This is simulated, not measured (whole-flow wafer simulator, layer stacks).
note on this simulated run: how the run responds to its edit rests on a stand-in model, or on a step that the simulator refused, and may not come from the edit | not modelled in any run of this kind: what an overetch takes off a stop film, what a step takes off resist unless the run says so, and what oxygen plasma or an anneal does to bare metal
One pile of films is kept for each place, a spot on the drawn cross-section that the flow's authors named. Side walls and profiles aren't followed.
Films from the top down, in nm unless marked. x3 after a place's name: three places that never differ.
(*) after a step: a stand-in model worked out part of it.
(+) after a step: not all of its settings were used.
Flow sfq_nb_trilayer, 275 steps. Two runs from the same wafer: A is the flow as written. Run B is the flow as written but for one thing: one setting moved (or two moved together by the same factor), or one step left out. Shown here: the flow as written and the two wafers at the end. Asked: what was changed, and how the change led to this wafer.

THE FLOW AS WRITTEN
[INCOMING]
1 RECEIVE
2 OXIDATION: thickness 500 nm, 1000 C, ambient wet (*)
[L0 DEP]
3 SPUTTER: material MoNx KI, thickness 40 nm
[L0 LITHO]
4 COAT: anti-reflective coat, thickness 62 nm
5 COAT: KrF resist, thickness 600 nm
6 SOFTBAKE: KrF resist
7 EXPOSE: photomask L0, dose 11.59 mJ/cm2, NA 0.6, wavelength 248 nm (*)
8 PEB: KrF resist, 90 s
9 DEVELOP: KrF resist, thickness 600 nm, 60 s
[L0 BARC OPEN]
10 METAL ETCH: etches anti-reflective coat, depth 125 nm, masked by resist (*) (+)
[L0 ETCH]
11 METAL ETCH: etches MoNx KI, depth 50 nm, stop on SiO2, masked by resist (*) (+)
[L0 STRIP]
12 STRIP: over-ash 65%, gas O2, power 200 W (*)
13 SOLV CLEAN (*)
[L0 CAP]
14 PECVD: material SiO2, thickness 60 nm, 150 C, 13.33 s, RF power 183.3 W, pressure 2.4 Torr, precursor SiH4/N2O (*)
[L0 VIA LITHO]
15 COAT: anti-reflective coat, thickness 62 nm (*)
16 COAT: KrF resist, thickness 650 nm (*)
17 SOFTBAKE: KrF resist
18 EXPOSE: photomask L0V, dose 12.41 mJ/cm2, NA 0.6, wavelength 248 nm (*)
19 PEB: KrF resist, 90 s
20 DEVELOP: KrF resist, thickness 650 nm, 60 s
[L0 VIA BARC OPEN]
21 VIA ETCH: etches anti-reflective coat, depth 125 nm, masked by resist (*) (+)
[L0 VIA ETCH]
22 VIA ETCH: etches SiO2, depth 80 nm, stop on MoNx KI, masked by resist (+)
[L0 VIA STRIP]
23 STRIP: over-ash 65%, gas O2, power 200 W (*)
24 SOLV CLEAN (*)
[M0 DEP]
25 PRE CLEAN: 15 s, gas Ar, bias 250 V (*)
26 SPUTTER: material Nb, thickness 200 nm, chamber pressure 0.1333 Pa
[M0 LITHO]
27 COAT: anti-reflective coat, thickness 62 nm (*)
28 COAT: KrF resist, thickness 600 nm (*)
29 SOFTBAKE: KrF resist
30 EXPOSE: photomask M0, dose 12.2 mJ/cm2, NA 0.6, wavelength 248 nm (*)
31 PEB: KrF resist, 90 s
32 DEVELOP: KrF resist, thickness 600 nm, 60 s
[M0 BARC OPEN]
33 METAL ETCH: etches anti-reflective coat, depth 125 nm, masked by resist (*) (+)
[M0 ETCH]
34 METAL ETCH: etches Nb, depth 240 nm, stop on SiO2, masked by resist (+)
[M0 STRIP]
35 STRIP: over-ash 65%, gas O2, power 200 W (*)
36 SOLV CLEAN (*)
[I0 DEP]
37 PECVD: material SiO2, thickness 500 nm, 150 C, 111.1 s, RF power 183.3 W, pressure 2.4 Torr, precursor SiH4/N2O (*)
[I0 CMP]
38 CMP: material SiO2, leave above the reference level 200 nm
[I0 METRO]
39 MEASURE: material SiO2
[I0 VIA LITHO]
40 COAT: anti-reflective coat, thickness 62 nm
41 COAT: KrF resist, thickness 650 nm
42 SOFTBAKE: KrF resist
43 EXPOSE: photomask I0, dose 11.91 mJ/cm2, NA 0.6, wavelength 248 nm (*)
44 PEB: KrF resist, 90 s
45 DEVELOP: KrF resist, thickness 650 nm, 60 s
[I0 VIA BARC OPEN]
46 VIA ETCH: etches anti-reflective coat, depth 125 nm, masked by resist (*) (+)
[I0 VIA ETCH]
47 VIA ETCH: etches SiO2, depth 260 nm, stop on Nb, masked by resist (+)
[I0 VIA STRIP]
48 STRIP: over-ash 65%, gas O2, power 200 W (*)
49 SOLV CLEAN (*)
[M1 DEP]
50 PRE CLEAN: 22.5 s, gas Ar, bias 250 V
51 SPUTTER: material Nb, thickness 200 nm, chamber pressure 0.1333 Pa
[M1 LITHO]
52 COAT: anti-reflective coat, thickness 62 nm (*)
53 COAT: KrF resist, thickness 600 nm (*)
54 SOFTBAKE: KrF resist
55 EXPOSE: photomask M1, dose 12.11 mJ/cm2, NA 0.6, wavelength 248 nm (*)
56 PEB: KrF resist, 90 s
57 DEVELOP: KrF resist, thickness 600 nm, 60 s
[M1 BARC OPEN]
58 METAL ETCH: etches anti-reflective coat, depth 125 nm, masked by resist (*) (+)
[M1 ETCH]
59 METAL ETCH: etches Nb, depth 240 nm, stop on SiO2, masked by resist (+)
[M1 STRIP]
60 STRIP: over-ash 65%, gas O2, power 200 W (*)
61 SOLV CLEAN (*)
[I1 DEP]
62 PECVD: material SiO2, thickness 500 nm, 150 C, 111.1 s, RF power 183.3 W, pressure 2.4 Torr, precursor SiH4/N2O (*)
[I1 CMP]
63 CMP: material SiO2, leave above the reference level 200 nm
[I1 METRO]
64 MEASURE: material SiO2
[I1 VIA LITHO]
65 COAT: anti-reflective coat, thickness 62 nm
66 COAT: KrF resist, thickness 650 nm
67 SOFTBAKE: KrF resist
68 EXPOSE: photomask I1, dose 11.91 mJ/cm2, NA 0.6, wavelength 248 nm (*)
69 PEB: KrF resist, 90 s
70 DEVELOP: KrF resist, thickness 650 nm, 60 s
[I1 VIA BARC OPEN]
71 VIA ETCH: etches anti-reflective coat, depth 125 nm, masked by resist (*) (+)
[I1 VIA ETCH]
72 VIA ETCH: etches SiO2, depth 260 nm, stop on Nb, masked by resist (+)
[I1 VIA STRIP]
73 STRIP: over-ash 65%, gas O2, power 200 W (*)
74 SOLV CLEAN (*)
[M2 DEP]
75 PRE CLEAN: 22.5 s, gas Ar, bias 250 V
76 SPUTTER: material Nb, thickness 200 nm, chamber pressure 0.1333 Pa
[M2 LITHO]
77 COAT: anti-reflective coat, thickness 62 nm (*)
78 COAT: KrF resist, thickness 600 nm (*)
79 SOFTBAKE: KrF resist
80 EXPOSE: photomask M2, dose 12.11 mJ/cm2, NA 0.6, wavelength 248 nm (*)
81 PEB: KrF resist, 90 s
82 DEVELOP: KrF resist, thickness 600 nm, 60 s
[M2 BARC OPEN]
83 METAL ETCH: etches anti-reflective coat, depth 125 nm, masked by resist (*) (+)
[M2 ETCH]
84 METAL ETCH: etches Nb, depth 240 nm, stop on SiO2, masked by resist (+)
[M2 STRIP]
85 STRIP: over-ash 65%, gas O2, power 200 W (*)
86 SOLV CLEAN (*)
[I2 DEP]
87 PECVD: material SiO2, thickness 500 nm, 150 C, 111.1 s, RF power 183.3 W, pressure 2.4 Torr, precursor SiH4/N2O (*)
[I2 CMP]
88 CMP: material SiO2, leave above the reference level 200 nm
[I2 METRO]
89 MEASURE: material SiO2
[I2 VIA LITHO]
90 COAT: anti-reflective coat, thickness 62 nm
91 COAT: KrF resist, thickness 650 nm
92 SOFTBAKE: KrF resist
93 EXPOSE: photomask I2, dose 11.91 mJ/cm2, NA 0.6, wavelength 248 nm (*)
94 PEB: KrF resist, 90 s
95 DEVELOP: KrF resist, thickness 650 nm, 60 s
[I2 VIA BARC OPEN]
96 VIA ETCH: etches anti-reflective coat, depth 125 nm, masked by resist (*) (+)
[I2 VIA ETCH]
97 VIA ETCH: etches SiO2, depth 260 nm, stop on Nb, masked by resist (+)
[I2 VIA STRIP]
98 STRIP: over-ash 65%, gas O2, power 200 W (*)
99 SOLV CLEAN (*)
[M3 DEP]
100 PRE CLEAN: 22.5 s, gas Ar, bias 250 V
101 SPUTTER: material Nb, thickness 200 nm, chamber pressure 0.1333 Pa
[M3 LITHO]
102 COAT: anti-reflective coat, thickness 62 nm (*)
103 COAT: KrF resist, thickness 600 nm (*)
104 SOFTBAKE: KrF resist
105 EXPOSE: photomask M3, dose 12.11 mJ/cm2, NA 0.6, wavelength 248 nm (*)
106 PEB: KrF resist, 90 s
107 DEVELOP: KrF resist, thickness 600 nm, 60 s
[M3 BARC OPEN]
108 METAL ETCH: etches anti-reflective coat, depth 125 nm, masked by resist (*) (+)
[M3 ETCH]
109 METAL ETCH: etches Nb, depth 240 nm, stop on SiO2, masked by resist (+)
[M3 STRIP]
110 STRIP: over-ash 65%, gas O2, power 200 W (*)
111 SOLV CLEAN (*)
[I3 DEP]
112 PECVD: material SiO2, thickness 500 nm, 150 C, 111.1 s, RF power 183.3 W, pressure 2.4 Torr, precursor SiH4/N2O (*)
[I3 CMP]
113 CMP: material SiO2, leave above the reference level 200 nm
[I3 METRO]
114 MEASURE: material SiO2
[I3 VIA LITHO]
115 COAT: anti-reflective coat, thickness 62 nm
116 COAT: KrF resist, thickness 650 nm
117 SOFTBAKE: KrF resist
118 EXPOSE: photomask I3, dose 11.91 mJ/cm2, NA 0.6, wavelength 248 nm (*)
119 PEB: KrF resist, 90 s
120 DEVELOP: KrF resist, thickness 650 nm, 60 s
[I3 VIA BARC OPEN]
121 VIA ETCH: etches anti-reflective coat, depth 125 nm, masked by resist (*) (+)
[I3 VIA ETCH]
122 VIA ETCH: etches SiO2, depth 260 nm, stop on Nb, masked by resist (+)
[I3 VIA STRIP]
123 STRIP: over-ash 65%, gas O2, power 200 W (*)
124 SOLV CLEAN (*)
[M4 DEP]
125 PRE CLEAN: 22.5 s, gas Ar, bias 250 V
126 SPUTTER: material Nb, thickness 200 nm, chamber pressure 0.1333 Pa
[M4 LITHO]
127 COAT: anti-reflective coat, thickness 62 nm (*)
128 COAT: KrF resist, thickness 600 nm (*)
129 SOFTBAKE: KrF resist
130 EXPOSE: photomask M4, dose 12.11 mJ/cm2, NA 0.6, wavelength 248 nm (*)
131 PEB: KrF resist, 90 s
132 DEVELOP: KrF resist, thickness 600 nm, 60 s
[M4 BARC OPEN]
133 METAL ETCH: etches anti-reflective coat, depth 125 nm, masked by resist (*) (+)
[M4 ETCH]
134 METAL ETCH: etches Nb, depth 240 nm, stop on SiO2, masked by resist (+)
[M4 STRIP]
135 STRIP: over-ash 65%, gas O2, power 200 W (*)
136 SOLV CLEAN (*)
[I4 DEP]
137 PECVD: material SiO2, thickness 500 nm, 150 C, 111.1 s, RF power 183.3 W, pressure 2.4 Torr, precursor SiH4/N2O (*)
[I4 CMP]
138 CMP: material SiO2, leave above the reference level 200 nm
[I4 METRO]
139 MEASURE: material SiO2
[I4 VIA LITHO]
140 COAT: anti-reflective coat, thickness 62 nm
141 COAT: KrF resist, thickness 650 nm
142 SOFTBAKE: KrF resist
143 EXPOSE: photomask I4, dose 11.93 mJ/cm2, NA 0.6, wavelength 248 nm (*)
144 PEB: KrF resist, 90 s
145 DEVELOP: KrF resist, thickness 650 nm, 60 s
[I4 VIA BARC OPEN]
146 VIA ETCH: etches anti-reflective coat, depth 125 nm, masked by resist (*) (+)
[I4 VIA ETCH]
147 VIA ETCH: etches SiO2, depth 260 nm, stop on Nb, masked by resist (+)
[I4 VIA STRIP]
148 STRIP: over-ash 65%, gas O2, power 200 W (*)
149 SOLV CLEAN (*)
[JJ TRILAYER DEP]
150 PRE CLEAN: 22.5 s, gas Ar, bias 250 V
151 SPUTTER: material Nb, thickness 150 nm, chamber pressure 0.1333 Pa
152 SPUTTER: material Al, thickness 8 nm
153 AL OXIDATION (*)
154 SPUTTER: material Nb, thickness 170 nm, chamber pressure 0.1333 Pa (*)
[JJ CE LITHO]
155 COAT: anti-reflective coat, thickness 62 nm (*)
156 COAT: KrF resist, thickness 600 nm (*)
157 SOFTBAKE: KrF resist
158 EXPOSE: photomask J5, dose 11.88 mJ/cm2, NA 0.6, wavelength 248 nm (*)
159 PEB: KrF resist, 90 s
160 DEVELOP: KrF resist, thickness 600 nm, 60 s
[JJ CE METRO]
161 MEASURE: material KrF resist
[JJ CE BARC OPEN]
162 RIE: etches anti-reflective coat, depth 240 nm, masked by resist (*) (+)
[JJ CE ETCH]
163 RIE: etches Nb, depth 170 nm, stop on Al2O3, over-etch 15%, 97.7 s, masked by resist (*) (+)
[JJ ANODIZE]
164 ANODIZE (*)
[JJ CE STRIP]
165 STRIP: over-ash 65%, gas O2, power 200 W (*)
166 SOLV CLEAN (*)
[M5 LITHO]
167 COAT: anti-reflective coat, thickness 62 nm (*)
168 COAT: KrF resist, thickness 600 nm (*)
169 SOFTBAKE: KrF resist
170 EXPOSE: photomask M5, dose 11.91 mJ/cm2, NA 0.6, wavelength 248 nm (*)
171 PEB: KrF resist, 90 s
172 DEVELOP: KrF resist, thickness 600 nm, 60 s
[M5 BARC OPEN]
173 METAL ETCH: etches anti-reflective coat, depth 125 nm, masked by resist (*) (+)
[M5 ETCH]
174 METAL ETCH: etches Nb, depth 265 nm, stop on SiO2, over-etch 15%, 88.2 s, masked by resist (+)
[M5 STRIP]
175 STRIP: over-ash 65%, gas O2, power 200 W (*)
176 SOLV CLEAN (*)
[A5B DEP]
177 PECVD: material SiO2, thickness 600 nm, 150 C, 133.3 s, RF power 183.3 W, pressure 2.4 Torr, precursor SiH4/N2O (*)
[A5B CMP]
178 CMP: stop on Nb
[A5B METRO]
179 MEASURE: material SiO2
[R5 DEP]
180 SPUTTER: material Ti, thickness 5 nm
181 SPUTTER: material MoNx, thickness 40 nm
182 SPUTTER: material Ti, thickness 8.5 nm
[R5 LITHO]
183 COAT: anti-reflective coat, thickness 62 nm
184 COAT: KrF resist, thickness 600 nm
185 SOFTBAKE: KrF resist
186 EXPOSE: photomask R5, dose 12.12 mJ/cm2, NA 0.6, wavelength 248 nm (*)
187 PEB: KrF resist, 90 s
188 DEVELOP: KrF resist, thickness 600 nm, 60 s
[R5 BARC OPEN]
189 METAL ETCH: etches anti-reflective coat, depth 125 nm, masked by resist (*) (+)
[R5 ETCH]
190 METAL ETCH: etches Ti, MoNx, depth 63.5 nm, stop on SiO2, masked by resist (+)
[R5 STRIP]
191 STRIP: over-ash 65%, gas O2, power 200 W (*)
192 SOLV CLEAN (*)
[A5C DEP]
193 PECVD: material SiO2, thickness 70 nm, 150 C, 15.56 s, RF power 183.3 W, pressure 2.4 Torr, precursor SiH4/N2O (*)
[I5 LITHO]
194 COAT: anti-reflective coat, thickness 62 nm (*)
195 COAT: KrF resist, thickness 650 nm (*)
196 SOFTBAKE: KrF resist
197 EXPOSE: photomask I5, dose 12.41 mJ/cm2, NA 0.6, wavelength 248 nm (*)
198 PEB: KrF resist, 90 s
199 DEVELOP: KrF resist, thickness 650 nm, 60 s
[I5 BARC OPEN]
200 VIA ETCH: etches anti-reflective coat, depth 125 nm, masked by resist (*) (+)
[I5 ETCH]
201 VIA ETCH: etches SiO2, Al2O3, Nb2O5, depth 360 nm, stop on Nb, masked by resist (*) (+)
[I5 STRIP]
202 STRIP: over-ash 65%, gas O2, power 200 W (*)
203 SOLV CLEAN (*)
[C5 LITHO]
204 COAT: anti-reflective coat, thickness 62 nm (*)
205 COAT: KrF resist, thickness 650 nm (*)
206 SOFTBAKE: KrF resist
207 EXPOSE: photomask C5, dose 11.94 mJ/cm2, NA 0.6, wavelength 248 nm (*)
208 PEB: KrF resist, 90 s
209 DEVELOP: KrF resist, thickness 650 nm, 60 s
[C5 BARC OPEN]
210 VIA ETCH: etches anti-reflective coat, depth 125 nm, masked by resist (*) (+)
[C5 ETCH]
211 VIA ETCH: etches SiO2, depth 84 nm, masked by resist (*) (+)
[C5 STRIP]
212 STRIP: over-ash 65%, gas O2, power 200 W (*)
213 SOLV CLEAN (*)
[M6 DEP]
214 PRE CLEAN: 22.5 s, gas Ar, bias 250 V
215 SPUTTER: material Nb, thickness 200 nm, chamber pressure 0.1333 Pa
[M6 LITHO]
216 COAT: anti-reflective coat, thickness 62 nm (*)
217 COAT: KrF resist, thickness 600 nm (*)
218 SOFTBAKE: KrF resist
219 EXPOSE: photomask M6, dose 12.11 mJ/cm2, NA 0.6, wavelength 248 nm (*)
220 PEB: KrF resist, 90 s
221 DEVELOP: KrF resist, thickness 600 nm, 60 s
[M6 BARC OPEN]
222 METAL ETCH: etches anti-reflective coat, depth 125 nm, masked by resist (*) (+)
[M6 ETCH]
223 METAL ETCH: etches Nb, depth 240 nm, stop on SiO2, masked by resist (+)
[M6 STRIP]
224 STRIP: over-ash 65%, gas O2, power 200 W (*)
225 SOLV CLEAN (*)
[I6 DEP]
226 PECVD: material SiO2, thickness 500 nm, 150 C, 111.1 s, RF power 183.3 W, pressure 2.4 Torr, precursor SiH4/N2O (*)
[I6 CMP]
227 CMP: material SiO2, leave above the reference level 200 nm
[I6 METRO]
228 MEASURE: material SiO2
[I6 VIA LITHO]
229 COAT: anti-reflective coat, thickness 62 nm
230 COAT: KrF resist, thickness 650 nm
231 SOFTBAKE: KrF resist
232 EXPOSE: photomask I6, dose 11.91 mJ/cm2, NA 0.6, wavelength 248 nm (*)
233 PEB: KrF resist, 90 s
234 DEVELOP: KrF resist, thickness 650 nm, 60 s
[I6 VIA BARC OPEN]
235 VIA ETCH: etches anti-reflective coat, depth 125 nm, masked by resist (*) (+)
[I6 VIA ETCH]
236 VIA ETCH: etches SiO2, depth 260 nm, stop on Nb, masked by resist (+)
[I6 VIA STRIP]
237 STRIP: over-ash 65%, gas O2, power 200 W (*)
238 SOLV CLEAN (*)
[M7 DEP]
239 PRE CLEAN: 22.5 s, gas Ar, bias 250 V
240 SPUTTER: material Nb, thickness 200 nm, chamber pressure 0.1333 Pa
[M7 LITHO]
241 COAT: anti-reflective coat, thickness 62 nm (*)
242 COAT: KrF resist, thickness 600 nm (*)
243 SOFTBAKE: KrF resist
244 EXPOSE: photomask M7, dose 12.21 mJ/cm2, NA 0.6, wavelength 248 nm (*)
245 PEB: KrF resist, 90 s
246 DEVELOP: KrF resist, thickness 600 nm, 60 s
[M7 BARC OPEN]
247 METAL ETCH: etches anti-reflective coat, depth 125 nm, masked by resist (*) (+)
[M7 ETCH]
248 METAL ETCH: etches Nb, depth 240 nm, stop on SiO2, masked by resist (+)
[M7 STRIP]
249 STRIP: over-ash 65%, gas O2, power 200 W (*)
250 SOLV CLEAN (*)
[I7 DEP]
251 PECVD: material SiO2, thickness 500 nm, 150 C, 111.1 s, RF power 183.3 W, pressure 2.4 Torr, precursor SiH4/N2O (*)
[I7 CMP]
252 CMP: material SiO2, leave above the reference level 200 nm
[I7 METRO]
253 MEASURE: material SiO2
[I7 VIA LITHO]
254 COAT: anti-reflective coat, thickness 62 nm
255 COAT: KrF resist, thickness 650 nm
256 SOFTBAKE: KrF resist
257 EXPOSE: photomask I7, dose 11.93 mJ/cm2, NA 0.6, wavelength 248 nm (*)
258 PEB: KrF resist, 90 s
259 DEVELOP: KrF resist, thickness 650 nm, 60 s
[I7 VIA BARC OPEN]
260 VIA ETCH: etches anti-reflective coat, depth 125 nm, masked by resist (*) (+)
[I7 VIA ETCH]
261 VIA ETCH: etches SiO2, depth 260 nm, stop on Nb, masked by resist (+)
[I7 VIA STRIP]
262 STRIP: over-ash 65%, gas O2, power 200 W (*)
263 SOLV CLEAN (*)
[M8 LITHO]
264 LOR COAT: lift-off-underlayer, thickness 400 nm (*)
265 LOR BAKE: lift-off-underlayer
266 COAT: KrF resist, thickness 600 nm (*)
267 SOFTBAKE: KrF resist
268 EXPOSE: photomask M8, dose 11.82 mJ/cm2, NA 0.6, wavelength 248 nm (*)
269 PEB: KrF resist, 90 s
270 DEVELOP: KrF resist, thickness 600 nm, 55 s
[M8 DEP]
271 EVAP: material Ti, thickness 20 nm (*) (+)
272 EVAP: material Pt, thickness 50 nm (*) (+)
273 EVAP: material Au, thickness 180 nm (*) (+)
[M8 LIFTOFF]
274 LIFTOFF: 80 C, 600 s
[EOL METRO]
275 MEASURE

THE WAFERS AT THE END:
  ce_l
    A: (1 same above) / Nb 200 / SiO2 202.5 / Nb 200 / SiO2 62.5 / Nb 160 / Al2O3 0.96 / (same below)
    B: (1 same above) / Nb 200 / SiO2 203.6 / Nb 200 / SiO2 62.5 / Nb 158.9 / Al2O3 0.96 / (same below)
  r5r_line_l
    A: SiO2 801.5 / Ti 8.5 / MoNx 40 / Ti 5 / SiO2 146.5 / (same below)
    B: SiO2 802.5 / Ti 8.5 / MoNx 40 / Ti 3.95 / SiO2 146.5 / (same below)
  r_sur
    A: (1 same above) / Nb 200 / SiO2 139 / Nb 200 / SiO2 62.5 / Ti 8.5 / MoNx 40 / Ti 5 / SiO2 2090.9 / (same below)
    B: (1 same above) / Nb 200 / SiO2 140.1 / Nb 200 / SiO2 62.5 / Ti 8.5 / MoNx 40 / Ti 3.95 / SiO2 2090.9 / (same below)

The cause: step 180, SPUTTER: thickness 3.95 nm was run, where the flow has thickness 5 nm.
It can be read off the wafer: r5r_line_l has Ti 3.95, and step 180 as written asks for 5 nm.

How the change led to this, step by step:
  180 SPUTTER: material Ti, thickness 5 nm
      field_l, v_sur, via_wl and 103 more: A Ti +5 (new film) | B Ti +3.95 (new film)
  190 METAL ETCH: etches Ti, MoNx, depth 63.5 nm, stop on SiO2, masked by resist (+)
      field_l, v_sur, via_wl and 92 more: A Ti -8.5 (all of it), MoNx -40 (all of it), Ti -5 (all of it) | B Ti -8.5 (all of it), MoNx -40 (all of it), Ti -3.95 (all of it)
      ce_l, c5j, ce_r, wl_jj: A Ti -8.5 (all of it), MoNx -40 (all of it), Ti -5 (all of it), Nb -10 | B Ti -8.5 (all of it), MoNx -40 (all of it), Ti -3.95 (all of it), Nb -11.1
